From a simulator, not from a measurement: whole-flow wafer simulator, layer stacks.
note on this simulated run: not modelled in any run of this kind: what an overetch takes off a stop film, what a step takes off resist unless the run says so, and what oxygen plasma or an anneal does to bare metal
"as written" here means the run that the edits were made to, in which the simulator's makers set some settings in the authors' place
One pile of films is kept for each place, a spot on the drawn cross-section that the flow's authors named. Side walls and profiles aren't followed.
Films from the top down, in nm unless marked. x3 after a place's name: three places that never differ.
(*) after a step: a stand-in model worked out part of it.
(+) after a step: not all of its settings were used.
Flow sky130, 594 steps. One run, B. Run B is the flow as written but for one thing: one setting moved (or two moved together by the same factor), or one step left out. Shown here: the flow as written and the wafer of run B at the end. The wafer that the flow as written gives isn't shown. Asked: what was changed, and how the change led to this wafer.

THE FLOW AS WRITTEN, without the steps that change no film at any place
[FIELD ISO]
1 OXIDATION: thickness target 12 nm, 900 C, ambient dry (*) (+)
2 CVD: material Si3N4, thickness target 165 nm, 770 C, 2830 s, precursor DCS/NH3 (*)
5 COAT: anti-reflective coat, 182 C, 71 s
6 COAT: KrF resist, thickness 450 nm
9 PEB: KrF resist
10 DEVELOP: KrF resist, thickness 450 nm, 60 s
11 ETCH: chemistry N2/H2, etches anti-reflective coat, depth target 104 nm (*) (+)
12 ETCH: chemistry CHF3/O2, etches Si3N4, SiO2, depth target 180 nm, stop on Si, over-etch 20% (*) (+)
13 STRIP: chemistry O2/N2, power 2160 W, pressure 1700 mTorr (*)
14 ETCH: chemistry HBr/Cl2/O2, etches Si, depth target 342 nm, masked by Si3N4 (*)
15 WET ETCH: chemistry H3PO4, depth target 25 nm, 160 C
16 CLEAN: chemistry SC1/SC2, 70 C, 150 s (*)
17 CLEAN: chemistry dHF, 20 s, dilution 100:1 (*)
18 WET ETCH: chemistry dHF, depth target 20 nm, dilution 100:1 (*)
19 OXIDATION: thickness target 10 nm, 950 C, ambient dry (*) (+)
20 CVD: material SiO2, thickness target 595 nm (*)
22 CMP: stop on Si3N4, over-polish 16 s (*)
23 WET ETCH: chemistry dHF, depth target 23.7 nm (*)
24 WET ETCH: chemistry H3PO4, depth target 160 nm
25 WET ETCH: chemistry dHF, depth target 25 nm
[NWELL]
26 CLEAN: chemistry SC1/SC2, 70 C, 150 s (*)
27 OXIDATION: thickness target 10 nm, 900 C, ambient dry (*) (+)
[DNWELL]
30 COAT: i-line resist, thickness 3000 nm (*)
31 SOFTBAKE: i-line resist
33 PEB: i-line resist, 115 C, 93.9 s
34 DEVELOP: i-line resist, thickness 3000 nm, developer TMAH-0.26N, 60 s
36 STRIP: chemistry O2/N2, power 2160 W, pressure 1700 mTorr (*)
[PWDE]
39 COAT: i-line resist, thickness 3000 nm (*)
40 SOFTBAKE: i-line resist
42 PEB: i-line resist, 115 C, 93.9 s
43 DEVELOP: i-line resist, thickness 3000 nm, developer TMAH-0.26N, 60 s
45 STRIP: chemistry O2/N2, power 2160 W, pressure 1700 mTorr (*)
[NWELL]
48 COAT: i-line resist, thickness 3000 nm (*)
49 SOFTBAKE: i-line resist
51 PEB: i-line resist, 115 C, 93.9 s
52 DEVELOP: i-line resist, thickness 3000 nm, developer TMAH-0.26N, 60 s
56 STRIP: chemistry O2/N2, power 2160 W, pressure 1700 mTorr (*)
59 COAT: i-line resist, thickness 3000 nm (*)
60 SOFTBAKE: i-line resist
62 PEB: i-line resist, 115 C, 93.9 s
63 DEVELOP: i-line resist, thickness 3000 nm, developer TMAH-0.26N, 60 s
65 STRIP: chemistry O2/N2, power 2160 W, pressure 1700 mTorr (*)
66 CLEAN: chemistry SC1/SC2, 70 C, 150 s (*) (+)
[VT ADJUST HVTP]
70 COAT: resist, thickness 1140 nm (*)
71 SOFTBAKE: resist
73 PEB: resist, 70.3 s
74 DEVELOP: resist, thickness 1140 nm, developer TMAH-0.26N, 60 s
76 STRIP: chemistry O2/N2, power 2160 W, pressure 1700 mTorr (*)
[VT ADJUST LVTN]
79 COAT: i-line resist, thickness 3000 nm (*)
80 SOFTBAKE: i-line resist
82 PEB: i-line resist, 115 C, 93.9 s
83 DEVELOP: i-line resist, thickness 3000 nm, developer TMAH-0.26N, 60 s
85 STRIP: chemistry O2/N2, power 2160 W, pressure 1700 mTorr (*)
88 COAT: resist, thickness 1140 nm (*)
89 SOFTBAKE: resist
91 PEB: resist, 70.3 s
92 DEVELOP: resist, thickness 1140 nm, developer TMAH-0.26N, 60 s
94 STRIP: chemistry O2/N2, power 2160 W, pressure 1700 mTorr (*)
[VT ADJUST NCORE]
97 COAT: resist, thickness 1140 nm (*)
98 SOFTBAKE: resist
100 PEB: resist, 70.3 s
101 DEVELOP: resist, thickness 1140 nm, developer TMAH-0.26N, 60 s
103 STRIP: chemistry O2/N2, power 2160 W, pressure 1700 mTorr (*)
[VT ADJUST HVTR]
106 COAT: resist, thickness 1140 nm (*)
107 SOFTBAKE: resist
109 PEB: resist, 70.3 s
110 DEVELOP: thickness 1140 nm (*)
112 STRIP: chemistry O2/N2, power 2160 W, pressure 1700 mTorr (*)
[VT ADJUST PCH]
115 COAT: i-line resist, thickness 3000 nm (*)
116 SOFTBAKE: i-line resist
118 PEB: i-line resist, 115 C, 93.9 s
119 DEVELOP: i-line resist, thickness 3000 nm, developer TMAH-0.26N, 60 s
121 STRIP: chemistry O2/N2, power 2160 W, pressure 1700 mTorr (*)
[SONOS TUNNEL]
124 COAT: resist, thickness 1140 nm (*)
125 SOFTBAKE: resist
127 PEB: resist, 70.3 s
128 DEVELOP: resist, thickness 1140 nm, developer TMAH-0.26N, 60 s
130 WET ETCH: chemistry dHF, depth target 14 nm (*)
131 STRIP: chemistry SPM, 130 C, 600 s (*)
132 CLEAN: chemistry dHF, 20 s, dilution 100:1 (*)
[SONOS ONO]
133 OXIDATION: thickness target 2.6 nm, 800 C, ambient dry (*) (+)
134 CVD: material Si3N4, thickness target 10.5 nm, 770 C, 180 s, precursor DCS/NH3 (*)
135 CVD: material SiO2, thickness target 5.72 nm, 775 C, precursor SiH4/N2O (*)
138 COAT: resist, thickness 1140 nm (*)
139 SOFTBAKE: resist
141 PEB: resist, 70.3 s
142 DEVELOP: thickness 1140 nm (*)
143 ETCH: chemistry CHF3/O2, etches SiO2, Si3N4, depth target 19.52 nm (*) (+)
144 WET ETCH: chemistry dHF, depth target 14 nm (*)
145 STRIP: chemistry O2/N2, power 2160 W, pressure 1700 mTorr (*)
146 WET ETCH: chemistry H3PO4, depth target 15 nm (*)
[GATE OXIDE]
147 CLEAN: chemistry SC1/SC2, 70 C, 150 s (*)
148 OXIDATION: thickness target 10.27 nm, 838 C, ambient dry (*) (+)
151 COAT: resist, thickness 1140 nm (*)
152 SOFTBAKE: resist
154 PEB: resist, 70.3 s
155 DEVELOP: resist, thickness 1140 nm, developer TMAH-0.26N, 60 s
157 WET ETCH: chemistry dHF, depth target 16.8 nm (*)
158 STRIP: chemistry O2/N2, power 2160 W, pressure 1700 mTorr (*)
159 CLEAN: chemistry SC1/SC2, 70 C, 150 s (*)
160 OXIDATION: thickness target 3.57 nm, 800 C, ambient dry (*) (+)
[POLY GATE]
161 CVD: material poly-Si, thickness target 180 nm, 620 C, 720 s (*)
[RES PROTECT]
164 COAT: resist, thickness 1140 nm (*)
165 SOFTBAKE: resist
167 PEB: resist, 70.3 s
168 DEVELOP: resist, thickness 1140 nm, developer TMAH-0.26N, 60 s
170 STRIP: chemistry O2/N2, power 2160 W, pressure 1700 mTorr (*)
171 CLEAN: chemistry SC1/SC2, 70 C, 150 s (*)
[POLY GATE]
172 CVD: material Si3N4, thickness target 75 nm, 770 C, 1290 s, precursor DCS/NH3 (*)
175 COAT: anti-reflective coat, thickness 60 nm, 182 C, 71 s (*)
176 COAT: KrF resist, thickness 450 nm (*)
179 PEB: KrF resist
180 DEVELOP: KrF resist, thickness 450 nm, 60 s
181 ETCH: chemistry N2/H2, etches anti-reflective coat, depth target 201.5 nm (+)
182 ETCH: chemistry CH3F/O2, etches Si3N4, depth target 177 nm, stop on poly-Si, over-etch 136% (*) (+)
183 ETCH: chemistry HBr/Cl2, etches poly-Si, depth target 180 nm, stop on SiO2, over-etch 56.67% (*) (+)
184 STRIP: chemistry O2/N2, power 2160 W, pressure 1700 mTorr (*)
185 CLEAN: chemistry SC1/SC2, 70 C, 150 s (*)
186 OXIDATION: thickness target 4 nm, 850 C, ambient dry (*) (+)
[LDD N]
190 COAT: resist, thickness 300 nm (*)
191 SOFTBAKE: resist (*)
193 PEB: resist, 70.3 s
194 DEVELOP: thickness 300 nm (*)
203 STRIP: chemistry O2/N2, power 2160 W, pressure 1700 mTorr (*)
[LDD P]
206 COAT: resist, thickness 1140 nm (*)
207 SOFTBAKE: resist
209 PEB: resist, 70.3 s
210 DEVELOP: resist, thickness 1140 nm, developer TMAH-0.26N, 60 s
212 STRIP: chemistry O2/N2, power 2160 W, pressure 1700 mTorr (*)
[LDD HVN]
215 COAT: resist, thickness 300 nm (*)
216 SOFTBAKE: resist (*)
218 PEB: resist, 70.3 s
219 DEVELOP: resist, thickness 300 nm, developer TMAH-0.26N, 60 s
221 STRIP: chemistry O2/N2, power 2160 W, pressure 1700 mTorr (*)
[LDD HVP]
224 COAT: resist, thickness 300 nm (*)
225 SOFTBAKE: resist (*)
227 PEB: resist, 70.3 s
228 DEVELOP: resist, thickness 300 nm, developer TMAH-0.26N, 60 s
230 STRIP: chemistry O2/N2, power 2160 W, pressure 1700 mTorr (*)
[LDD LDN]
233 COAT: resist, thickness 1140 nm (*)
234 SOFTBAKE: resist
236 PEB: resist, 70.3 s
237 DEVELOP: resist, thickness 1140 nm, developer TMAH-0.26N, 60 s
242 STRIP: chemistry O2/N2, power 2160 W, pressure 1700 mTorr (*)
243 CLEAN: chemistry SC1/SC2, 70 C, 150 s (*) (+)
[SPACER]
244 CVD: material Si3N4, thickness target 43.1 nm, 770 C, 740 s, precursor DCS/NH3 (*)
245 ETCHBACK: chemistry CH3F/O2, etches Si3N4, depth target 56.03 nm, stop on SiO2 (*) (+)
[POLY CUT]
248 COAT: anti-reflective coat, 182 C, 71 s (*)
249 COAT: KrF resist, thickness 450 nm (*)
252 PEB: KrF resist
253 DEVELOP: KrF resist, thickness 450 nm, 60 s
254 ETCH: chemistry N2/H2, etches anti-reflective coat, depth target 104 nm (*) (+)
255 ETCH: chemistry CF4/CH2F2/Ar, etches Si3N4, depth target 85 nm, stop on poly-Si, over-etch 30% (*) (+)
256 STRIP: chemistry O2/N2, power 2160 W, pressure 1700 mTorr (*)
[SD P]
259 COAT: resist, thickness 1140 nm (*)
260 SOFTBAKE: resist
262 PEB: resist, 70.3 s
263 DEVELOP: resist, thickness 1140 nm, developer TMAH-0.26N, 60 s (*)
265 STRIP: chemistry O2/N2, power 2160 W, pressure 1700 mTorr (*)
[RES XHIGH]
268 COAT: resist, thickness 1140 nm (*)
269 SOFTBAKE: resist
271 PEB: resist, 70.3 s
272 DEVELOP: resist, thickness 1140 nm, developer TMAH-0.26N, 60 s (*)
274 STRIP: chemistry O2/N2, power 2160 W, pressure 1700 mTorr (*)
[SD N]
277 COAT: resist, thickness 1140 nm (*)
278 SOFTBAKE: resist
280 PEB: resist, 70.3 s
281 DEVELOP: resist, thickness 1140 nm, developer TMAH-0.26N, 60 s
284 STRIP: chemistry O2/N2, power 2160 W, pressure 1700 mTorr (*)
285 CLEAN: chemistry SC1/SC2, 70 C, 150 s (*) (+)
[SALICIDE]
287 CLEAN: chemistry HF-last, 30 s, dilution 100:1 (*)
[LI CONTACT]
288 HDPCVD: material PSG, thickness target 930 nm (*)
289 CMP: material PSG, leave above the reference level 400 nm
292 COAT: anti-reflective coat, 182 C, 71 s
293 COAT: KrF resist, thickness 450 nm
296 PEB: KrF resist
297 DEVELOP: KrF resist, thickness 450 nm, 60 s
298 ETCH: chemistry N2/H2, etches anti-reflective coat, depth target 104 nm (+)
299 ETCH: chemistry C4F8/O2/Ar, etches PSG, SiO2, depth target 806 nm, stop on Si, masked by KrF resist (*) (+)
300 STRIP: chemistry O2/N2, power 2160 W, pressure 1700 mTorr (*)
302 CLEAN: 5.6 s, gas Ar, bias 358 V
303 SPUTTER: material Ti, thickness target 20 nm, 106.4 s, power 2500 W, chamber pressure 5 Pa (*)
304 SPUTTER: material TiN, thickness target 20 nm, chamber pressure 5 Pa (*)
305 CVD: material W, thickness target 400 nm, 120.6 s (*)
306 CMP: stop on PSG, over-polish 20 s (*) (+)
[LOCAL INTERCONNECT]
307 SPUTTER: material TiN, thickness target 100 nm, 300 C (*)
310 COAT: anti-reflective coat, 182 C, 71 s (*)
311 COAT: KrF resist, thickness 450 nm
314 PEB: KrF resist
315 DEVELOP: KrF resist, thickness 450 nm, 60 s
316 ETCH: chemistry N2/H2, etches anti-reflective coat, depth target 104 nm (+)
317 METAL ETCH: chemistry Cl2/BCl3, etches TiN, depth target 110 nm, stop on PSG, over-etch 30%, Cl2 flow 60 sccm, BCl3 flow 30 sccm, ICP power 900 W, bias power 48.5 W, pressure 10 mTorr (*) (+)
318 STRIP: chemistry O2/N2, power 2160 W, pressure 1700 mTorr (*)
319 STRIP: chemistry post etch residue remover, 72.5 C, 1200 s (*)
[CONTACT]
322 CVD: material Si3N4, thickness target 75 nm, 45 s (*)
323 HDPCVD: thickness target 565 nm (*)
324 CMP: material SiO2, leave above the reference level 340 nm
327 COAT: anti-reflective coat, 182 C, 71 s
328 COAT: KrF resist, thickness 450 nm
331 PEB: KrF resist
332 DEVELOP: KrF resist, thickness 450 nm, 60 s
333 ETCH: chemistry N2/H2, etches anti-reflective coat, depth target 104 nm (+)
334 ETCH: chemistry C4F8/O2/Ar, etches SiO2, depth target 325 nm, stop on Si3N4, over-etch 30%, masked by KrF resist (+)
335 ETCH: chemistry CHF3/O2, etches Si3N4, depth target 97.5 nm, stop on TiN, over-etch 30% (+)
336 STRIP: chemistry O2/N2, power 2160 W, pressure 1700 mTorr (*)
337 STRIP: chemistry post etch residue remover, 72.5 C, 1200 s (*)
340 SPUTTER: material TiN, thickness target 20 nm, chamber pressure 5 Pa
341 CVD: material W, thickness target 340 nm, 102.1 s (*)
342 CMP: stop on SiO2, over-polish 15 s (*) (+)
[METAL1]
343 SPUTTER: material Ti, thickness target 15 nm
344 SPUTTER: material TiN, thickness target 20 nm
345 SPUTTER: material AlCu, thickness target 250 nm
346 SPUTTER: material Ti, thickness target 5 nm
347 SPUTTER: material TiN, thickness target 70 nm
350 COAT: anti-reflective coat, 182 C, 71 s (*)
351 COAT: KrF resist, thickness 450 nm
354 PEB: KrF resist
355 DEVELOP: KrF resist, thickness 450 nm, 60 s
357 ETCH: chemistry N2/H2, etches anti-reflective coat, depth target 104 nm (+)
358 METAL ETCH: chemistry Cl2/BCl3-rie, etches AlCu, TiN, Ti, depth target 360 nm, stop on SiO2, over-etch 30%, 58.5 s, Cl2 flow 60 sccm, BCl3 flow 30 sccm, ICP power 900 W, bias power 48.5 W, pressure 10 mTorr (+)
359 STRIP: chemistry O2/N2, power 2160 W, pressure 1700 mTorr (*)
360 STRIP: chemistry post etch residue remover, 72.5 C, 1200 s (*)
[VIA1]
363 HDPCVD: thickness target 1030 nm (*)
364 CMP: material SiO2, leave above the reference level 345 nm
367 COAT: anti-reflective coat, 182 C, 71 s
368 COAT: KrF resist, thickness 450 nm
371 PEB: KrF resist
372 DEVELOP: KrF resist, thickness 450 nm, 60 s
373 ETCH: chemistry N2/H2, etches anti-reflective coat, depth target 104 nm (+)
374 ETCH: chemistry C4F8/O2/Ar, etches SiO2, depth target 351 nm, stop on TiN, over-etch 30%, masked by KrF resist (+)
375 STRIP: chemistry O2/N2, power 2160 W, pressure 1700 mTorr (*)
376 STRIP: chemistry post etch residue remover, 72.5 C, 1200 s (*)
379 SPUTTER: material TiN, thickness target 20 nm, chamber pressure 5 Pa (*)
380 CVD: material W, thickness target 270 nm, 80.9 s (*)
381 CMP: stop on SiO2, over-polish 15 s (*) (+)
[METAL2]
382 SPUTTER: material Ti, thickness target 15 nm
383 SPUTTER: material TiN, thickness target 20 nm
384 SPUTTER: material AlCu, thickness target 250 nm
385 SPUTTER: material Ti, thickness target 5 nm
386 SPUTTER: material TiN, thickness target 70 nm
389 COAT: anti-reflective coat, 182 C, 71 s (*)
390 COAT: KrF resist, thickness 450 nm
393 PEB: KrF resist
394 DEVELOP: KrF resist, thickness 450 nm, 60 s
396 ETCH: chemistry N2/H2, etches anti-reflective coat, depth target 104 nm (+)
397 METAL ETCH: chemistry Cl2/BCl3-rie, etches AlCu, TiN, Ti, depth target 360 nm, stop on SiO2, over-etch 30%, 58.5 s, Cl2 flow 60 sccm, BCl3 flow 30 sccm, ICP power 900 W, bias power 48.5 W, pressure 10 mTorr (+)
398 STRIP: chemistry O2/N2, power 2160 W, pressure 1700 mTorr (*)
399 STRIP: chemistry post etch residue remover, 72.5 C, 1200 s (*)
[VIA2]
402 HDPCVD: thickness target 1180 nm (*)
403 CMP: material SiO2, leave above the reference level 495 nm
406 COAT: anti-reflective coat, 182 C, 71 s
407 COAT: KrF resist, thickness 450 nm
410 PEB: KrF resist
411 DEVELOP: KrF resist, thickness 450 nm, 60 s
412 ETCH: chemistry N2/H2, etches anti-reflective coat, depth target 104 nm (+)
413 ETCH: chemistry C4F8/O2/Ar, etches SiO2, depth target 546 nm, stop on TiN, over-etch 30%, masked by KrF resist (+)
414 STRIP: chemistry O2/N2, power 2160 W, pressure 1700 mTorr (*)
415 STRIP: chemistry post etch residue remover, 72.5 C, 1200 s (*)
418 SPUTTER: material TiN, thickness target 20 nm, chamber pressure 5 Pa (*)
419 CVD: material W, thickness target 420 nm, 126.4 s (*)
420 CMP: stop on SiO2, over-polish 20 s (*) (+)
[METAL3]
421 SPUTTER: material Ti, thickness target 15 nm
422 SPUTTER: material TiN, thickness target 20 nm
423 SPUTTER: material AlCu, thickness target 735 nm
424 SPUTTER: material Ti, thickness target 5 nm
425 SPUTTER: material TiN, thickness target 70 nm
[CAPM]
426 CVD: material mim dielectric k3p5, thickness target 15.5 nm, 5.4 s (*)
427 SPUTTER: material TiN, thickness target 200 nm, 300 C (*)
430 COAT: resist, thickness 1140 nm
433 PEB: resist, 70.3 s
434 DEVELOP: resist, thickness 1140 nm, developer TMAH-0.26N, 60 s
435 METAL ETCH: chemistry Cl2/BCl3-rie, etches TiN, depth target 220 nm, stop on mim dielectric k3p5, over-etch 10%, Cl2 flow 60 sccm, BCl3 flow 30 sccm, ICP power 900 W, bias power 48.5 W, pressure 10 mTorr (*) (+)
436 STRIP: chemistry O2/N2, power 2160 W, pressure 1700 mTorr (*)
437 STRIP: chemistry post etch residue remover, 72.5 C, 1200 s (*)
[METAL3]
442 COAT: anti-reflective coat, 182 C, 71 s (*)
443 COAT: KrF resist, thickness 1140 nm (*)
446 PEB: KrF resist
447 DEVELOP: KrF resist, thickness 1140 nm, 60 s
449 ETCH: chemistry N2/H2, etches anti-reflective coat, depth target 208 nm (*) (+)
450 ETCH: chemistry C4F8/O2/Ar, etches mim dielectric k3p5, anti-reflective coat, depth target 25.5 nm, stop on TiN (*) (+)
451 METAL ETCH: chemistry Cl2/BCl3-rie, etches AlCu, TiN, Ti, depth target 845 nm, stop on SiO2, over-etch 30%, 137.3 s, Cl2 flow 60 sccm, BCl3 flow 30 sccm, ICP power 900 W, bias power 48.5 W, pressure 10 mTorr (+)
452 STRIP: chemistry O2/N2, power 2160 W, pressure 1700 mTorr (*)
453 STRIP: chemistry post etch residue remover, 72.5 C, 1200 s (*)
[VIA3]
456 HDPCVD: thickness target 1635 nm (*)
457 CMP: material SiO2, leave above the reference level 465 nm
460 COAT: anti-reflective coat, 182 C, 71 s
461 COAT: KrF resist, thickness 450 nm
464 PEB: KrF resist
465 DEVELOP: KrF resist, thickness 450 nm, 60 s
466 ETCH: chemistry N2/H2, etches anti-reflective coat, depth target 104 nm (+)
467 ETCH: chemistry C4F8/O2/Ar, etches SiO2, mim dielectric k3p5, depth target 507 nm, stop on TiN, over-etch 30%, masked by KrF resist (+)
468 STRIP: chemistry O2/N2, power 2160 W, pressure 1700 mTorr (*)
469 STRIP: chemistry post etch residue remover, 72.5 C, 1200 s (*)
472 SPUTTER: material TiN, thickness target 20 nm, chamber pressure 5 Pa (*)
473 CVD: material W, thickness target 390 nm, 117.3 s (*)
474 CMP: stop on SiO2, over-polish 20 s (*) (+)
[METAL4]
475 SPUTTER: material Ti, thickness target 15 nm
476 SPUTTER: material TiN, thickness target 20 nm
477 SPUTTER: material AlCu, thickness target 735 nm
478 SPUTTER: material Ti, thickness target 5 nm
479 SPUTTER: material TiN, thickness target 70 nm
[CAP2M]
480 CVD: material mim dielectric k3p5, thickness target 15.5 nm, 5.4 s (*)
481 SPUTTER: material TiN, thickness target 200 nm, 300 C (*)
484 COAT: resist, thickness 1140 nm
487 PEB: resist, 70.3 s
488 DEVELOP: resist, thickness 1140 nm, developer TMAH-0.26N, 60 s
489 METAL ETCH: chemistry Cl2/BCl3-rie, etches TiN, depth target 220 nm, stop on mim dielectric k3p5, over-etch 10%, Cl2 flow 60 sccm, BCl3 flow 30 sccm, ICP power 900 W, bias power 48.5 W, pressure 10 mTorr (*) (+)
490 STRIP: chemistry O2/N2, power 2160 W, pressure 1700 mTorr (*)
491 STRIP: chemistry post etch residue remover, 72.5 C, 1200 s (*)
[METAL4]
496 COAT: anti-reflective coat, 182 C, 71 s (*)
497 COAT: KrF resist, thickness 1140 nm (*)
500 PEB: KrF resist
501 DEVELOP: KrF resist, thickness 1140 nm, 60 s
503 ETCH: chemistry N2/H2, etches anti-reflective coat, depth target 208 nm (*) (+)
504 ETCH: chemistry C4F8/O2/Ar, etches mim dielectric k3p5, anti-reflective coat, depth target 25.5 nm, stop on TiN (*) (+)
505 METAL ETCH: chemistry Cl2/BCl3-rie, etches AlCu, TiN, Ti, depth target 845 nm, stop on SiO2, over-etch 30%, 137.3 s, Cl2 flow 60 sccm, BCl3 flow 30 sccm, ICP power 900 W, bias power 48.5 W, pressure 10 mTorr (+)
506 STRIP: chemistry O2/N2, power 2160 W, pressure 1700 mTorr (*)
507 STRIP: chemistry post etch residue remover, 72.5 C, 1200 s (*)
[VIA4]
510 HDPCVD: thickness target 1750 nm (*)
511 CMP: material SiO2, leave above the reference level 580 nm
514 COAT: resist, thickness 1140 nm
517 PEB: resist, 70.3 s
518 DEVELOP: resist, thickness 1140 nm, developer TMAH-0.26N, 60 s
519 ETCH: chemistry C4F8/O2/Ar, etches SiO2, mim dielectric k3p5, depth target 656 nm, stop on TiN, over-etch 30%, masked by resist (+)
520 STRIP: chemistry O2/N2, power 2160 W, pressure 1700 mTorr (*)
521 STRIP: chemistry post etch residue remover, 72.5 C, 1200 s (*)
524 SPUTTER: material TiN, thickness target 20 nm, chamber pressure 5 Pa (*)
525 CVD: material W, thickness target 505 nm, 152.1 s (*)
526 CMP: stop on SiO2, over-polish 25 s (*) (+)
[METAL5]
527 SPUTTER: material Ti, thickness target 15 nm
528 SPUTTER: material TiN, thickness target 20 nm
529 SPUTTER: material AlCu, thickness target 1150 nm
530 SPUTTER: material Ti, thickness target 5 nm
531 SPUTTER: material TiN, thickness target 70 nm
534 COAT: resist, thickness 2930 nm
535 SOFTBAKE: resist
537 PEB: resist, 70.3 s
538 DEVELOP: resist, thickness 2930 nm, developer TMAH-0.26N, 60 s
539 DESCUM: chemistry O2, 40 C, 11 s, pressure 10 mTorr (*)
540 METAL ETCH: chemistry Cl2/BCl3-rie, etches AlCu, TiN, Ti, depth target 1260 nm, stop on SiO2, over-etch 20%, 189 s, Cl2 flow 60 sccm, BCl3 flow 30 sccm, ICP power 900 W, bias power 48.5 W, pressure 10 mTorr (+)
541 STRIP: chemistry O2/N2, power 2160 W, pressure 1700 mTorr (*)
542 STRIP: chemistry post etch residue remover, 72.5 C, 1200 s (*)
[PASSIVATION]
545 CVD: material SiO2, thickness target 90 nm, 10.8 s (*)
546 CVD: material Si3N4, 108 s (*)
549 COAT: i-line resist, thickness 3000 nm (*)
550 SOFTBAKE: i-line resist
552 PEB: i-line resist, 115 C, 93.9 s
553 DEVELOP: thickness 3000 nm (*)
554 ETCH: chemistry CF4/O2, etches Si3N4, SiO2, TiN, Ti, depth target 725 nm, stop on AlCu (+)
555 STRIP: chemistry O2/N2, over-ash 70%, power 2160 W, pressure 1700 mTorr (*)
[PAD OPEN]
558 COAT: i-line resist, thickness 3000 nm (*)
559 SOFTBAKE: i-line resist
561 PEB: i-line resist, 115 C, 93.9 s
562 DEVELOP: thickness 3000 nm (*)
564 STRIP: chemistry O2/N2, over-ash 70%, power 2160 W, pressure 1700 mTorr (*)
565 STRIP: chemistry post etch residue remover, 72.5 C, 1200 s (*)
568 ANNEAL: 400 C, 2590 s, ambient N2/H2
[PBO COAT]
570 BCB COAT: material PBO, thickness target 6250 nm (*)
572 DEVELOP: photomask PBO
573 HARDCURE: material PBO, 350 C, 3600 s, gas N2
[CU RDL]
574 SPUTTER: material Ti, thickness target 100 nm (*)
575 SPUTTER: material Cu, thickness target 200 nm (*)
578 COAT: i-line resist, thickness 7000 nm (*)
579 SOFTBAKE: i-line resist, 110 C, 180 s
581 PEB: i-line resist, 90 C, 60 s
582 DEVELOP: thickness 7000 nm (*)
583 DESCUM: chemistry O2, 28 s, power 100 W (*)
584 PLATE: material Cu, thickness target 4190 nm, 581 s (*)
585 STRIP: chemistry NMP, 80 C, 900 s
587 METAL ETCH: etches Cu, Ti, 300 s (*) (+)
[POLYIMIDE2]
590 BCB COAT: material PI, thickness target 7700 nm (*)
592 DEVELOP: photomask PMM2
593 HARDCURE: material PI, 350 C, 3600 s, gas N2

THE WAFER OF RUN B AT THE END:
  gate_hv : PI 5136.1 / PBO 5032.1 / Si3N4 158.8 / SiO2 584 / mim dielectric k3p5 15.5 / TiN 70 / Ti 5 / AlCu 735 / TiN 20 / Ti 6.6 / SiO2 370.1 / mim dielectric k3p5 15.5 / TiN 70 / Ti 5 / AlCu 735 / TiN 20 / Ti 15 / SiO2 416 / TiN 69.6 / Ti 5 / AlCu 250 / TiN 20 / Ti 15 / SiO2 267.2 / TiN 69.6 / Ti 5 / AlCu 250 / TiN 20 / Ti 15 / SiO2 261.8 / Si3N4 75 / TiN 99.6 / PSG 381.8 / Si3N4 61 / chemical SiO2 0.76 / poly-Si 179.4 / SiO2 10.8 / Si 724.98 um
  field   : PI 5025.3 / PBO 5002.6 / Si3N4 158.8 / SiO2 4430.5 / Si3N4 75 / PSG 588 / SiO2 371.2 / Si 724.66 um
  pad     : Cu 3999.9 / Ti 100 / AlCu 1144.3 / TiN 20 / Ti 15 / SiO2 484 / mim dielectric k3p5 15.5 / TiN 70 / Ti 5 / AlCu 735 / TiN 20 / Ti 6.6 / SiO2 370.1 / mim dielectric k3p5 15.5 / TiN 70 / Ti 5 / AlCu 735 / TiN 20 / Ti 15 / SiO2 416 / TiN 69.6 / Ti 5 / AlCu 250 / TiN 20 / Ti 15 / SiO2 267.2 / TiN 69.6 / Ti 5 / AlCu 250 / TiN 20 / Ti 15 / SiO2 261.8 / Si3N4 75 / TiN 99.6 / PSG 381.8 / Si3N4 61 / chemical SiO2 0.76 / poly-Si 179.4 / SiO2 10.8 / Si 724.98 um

The cause: step 475, SPUTTER: thickness target 6.6 nm was run, where the flow has thickness target 15 nm.
It can be read off the wafer: gate_hv has Ti 6.6, and step 475 as written asks for 15 nm.

How the change led to this, step by step:
  475 SPUTTER: material Ti, thickness target 15 nm
      field, active, n_well and 189 more: Ti +6.6 (new film) (as written it would be: Ti +15 (new film))
  505 METAL ETCH: chemistry Cl2/BCl3-rie, etches AlCu, TiN, Ti, depth target 845 nm, stop on SiO2, over-etch 30%, 137.3 s, Cl2 flow 60 sccm, BCl3 flow 30 sccm, ICP power 900 W, bias power 48.5 W, pressure 10 mTorr (+)
      field, gate, spacer and 68 more: TiN -70 (all of it), Ti -5 (all of it), AlCu -735 (all of it), TiN -20 (all of it), Ti -6.6 (all of it), SiO2 -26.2 (as written it would be: TiN -70 (all of it), Ti -5 (all of it), AlCu -735 (all of it), TiN -20 (all of it), Ti -15 (all of it), SiO2 -25.4)
      active, vpp_iso1, mim_edge_plate and 14 more: TiN -70 (all of it), Ti -5 (all of it), AlCu -735 (all of it), TiN -20 (all of it), Ti -6.6 (all of it), SiO2 -26.2 (as written it would be: TiN -70 (all of it), Ti -5 (all of it), AlCu -735 (all of it), TiN -20 (all of it), Ti -15 (all of it), SiO2 -25.3)
